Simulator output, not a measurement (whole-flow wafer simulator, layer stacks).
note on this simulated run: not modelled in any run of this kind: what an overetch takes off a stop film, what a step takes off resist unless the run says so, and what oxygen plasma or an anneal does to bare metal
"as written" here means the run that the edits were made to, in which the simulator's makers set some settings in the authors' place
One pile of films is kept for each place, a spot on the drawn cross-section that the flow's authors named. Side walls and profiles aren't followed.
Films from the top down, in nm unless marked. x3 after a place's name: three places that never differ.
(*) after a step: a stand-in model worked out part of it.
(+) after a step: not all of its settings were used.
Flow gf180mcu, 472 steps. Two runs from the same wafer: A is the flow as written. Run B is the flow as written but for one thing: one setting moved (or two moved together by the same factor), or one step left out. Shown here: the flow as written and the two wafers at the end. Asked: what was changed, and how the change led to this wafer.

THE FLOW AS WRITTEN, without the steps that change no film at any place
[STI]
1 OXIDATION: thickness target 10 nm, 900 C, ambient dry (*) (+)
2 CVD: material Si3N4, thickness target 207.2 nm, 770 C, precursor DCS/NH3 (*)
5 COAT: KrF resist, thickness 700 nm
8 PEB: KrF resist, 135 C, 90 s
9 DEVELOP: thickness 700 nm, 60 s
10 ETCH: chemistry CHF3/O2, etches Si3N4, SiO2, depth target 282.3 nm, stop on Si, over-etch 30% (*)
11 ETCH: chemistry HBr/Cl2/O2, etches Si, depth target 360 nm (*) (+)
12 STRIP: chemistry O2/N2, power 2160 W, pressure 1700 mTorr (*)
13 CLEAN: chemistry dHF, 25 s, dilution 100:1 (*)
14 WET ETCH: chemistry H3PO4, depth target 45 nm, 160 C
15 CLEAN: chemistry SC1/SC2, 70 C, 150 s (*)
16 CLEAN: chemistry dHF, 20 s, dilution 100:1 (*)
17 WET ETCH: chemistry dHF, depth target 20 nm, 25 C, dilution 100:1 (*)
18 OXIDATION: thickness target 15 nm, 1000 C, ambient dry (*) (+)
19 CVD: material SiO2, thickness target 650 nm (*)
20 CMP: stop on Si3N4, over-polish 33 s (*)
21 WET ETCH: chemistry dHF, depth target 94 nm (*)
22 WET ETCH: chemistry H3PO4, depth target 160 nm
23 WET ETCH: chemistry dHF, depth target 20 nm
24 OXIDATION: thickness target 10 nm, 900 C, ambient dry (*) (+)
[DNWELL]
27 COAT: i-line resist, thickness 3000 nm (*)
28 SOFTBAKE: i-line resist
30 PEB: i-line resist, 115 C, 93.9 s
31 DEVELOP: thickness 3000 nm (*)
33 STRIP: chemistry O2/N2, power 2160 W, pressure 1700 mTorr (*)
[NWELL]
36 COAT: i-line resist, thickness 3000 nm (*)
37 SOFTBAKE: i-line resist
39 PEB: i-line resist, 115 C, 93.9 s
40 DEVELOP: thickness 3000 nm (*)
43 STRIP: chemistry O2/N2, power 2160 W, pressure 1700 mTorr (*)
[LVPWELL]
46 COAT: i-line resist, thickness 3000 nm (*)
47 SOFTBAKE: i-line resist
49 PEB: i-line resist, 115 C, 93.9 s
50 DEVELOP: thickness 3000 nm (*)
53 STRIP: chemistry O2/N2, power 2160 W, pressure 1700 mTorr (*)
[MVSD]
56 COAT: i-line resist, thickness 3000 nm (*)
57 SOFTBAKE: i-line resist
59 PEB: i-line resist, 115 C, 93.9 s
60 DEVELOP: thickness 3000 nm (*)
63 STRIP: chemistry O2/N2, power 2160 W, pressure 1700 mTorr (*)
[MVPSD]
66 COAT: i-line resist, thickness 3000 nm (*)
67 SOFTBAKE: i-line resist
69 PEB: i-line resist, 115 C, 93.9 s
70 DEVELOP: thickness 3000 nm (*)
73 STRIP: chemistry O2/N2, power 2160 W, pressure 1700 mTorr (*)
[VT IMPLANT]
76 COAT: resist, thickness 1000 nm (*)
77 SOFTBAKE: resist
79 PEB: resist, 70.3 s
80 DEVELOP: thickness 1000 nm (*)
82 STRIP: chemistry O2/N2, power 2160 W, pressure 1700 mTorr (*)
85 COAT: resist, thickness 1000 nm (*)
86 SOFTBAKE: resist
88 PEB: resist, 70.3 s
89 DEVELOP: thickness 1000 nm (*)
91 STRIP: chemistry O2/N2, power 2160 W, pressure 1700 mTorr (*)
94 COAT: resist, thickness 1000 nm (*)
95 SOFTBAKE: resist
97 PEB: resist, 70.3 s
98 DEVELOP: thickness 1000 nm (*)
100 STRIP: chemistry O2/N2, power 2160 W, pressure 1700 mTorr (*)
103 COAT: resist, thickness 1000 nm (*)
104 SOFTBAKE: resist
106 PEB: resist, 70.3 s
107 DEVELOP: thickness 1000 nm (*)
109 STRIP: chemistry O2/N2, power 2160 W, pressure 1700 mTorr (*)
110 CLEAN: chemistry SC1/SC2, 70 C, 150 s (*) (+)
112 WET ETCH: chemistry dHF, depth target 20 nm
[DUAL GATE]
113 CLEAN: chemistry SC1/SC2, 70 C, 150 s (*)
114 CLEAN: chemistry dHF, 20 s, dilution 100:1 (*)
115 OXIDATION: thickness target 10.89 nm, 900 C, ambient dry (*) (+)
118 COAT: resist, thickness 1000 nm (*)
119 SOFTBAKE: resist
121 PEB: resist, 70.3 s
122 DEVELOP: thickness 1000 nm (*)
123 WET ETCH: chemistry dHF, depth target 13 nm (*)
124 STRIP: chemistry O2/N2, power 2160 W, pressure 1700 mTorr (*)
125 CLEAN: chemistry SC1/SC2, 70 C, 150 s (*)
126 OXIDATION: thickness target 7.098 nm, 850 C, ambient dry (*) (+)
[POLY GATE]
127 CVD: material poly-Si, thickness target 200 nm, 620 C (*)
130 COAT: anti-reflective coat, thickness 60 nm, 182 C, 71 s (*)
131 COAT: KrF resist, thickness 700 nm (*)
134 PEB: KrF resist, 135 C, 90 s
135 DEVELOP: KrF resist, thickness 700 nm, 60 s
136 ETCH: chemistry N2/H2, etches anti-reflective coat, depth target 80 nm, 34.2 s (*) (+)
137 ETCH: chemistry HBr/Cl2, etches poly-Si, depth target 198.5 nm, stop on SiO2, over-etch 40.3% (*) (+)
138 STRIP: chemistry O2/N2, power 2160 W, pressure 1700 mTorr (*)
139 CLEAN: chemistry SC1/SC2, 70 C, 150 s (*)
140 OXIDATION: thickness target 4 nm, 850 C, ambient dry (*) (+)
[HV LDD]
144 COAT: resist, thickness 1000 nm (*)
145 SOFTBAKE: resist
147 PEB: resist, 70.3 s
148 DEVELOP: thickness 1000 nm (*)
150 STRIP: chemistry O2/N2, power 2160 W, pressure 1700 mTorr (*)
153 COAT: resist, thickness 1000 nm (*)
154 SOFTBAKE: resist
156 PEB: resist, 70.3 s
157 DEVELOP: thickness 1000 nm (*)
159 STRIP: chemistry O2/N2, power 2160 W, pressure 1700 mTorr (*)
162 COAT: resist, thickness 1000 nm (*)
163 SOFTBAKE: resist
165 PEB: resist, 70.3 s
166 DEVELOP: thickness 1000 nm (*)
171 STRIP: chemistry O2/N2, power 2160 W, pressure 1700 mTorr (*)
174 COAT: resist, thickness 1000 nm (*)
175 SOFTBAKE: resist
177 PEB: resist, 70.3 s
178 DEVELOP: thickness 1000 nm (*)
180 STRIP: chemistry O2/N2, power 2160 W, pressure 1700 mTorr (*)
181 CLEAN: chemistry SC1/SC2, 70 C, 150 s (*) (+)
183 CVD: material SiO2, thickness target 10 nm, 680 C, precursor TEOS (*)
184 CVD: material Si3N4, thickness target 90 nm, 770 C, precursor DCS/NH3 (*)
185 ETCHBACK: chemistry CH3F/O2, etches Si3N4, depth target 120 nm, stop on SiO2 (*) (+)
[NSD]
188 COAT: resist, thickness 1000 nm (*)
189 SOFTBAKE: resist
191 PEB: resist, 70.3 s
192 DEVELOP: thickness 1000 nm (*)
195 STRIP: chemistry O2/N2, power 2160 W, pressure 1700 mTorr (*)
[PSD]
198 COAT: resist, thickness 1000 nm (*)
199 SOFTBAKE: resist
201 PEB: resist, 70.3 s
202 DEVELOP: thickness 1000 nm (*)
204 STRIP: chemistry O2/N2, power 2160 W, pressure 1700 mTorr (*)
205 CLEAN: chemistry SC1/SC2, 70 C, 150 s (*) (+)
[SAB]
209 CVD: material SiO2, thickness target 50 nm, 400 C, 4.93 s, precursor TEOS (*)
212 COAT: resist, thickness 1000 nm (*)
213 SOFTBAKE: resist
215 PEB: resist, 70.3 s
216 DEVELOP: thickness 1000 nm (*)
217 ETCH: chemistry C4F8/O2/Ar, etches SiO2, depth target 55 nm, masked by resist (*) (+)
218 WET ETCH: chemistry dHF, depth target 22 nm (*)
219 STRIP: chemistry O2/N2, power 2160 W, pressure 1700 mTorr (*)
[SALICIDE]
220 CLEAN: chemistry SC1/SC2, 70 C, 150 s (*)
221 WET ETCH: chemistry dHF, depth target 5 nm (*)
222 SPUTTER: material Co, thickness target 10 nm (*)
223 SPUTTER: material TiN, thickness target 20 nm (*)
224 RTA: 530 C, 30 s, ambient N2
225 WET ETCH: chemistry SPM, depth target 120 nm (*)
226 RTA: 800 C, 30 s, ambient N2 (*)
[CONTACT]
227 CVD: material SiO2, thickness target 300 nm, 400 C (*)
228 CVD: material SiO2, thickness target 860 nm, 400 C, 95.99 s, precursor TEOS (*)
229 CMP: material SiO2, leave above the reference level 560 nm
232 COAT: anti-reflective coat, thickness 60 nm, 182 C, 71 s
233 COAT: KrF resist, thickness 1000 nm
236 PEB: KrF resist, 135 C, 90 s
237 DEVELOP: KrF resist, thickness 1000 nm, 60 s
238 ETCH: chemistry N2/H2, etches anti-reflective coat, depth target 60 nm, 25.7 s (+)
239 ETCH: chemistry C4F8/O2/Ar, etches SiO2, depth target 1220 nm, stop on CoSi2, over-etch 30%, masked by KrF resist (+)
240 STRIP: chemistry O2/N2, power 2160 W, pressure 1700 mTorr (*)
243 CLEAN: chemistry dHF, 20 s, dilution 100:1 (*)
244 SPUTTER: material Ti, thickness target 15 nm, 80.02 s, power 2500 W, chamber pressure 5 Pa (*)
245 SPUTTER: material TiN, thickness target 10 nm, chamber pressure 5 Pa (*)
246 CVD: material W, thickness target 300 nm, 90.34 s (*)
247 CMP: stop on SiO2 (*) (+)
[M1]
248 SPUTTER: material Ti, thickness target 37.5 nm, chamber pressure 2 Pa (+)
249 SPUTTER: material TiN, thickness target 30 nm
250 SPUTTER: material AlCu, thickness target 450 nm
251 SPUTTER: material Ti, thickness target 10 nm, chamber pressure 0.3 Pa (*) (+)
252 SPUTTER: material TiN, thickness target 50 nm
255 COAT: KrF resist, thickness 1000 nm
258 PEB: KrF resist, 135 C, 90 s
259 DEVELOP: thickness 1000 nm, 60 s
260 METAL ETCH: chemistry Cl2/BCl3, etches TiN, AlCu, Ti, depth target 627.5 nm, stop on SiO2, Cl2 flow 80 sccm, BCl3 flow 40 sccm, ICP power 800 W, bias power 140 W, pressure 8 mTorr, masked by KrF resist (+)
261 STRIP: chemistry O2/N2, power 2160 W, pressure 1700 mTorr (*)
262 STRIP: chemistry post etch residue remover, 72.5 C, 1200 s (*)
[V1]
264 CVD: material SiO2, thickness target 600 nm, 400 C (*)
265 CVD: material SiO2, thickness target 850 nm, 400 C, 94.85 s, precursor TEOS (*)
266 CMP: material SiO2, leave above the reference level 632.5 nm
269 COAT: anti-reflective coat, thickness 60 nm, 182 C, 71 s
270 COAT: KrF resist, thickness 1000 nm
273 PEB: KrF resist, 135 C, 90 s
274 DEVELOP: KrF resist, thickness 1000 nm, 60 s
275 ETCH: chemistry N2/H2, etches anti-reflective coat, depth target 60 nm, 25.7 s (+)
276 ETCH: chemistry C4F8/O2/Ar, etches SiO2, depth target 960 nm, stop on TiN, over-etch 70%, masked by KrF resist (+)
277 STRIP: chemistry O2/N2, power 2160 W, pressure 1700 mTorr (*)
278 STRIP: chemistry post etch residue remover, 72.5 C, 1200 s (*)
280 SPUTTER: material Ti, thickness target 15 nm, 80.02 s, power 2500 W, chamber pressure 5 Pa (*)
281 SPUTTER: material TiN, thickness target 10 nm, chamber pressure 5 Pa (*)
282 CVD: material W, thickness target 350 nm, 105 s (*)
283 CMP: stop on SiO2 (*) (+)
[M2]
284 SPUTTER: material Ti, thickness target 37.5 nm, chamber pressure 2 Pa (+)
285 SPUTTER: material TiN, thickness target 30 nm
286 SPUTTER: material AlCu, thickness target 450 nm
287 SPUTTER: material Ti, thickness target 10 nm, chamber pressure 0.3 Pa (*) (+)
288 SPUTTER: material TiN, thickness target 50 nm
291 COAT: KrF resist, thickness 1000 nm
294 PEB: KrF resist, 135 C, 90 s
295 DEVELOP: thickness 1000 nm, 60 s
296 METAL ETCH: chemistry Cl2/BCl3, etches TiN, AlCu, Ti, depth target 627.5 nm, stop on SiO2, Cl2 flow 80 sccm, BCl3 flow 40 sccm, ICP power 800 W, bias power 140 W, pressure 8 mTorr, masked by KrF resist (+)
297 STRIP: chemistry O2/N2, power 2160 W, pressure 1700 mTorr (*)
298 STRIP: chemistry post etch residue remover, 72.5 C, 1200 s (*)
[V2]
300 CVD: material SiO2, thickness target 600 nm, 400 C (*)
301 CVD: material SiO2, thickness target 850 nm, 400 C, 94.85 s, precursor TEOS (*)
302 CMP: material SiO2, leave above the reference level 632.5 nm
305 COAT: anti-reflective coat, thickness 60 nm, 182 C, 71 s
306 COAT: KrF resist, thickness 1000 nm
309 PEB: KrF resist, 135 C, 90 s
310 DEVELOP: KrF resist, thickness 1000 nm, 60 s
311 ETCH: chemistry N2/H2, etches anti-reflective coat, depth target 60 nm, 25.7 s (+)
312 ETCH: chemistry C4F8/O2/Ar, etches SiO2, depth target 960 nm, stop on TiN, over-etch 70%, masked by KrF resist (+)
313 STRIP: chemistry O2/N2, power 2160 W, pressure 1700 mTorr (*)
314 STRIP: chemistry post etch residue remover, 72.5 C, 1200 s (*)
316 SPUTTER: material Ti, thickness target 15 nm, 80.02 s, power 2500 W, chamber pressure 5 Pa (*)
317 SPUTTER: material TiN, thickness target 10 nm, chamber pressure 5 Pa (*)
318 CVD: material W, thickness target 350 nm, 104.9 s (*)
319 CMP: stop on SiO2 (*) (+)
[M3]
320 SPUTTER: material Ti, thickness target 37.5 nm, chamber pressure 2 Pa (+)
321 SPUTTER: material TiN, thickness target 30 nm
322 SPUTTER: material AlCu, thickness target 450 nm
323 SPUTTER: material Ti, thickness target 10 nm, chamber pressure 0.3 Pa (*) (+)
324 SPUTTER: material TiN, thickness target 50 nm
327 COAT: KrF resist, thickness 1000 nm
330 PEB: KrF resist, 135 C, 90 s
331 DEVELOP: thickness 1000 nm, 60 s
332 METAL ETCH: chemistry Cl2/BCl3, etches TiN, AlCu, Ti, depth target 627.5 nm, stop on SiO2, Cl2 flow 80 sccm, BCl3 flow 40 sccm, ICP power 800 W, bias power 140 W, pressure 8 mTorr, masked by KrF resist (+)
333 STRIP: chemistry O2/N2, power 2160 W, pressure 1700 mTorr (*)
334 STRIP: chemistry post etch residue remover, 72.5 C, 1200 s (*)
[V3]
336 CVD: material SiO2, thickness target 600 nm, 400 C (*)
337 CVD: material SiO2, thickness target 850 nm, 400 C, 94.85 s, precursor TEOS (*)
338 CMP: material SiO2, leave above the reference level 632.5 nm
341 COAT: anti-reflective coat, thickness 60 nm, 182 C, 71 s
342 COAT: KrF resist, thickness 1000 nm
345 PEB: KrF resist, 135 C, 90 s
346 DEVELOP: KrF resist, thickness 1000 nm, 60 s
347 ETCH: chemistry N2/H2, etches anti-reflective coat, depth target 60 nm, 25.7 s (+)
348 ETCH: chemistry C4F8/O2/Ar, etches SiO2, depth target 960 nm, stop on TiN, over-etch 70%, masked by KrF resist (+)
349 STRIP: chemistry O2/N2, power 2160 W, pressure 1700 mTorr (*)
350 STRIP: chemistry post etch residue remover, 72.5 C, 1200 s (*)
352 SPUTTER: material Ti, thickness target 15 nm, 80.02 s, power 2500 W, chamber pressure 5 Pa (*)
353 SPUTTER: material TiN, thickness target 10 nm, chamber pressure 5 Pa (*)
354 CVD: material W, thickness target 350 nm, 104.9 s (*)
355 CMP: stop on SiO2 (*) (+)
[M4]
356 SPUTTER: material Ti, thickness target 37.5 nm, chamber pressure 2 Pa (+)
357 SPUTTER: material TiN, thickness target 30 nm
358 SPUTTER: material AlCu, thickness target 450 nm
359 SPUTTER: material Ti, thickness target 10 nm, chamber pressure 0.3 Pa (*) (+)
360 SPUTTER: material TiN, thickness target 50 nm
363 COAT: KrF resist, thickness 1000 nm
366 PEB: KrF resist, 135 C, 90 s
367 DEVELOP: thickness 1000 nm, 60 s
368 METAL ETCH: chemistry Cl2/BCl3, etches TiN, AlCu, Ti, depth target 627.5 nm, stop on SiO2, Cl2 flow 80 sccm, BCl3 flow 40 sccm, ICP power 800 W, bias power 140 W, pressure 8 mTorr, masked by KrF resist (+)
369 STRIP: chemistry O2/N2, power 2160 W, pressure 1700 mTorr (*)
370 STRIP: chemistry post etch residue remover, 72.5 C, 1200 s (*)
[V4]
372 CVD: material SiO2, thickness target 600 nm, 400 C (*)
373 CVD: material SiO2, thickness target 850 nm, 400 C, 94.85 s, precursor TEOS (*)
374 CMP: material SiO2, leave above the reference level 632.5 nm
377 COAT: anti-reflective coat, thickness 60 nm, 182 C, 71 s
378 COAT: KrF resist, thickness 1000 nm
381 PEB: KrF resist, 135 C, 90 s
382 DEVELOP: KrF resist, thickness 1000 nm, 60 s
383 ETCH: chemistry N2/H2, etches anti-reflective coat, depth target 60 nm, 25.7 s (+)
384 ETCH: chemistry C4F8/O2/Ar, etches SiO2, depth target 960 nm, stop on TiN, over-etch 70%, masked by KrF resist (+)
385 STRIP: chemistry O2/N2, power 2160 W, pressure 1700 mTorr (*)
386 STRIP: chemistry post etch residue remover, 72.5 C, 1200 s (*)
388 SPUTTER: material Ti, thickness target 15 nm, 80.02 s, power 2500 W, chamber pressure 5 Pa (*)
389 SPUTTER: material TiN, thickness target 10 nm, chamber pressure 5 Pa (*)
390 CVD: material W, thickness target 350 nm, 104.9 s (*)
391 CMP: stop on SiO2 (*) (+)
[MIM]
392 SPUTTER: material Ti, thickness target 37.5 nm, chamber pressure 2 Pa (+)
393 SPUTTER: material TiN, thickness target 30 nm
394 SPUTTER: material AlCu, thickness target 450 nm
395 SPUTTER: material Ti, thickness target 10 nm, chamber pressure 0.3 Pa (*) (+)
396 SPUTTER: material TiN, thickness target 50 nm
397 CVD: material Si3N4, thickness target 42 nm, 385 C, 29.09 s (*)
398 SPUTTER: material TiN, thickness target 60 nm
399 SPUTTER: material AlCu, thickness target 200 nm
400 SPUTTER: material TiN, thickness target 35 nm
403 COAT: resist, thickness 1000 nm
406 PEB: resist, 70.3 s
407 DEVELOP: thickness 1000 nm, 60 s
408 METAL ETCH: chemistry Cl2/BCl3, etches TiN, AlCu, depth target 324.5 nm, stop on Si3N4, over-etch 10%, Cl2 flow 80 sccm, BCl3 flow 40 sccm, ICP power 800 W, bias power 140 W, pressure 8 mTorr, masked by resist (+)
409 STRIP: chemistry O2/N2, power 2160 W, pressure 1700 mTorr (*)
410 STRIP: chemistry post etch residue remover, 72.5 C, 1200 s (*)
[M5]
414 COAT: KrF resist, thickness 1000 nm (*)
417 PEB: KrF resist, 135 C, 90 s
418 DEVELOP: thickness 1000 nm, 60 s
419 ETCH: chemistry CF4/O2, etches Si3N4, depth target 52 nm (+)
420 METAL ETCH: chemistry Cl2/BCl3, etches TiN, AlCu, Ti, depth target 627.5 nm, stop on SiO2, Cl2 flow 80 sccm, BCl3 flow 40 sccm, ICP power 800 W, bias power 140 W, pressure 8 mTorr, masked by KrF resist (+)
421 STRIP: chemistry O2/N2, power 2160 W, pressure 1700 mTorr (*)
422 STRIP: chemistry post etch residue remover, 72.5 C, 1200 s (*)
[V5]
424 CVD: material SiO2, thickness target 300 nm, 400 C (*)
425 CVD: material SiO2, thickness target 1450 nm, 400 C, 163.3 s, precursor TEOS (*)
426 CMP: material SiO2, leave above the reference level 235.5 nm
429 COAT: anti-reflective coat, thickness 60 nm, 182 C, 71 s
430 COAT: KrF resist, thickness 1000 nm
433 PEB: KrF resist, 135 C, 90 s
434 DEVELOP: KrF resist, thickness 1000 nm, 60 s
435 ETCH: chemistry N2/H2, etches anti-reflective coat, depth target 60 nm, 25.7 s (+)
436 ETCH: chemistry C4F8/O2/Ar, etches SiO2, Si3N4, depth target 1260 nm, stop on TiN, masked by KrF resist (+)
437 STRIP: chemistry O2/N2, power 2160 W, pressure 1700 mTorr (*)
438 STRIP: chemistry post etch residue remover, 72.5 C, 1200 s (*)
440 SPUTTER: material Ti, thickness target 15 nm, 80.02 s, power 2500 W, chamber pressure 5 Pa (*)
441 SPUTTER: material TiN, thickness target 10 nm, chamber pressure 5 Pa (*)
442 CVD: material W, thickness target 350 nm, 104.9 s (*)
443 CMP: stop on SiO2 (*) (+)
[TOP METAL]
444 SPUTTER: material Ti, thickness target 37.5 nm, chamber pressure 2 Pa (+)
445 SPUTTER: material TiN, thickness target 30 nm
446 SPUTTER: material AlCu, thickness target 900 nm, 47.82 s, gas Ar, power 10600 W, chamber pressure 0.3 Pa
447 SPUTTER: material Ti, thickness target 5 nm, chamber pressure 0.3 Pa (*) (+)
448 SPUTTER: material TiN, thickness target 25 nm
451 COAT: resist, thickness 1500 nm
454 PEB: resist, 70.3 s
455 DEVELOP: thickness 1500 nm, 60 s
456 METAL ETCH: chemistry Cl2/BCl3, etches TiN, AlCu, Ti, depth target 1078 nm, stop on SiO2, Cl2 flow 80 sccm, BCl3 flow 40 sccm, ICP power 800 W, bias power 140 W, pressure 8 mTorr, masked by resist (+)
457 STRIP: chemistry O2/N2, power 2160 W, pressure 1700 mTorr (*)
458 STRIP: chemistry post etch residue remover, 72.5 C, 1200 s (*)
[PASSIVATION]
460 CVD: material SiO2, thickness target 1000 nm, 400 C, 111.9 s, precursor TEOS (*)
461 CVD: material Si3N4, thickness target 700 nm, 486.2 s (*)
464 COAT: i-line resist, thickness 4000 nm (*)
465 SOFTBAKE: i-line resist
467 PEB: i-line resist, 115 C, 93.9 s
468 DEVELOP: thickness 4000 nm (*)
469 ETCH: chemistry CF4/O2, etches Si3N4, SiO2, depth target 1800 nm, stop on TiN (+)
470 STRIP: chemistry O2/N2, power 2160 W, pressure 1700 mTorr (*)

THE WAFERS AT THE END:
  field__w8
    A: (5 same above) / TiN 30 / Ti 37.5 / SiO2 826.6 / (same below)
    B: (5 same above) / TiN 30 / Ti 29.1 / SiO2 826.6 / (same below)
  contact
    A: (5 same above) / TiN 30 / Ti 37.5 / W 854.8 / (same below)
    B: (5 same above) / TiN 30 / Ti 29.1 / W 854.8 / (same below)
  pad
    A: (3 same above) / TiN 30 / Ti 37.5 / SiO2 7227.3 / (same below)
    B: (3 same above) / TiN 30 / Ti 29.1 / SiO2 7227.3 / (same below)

The cause: step 444, SPUTTER: thickness target 29.1 nm was run, where the flow has thickness target 37.5 nm.
It can be read off the wafer: field__w8 has Ti 29.1, and step 444 as written asks for 37.5 nm.

How the change led to this, step by step:
  444 SPUTTER: material Ti, thickness target 37.5 nm, chamber pressure 2 Pa (+)
      field, field__w1, field__w2 and 109 more: A Ti +37.5 (new film) | B Ti +29.1 (new film)
  456 METAL ETCH: chemistry Cl2/BCl3, etches TiN, AlCu, Ti, depth target 1078 nm, stop on SiO2, Cl2 flow 80 sccm, BCl3 flow 40 sccm, ICP power 800 W, bias power 140 W, pressure 8 mTorr, masked by resist (+)
      field, field__w1, field__w2 and 103 more: A TiN -25 (all of it), Ti -5 (all of it), AlCu -900 (all of it), TiN -30 (all of it), Ti -37.5 (all of it) | B TiN -25 (all of it), Ti -5 (all of it), AlCu -900 (all of it), TiN -30 (all of it), Ti -29.1 (all of it)
